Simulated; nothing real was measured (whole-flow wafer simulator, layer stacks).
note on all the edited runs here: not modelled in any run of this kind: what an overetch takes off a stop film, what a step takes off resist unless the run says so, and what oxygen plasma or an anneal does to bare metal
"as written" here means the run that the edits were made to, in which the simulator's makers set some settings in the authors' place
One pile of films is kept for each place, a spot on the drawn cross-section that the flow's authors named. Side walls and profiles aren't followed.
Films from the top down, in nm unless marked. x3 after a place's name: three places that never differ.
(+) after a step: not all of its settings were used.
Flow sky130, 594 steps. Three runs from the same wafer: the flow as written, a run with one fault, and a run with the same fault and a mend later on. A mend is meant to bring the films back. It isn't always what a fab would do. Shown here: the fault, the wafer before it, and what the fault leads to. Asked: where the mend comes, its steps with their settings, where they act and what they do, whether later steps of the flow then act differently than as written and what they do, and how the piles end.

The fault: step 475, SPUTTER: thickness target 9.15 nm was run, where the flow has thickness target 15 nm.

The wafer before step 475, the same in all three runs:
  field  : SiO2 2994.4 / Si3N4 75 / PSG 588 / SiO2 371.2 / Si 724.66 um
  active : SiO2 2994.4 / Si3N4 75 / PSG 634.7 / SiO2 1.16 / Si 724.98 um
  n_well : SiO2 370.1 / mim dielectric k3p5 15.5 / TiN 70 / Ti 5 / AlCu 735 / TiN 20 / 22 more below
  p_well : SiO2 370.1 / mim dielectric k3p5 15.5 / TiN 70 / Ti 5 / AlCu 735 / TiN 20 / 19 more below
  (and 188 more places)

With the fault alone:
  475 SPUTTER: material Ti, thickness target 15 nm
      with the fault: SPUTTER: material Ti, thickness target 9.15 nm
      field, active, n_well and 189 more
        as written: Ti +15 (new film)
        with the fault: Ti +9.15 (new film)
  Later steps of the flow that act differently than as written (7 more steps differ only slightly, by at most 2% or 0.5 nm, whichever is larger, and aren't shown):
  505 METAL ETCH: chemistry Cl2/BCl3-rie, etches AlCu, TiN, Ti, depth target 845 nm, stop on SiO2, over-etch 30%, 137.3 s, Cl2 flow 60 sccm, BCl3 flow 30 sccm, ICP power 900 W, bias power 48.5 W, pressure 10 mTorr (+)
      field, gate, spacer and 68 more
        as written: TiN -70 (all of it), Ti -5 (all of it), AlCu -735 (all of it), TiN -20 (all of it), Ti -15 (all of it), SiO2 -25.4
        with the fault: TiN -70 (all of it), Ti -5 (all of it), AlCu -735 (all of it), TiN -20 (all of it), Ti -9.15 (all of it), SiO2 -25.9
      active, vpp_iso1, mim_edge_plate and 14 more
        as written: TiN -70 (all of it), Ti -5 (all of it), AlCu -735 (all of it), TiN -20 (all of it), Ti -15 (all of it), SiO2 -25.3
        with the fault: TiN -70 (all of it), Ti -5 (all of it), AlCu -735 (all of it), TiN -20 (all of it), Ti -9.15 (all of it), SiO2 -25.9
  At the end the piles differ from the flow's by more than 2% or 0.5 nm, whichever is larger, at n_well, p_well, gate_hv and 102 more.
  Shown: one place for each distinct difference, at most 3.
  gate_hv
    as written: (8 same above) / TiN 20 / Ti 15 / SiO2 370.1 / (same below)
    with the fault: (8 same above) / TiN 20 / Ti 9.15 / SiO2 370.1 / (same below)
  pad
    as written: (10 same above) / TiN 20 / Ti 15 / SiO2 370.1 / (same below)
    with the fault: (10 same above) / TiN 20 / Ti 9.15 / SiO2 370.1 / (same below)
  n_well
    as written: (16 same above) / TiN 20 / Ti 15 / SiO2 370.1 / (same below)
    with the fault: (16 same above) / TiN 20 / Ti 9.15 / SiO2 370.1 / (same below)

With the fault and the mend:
  The mend comes after step 475.
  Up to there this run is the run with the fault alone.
  475a SPUTTER: material Ti, thickness target 5.85 nm (the flow's step 475 once more, with other settings)
      field, active, n_well and 189 more
        Ti +5.85
  No later step of the flow acts differently than as written at any place that is followed.
  At the end the piles are the same as the flow's at every place that both follow.
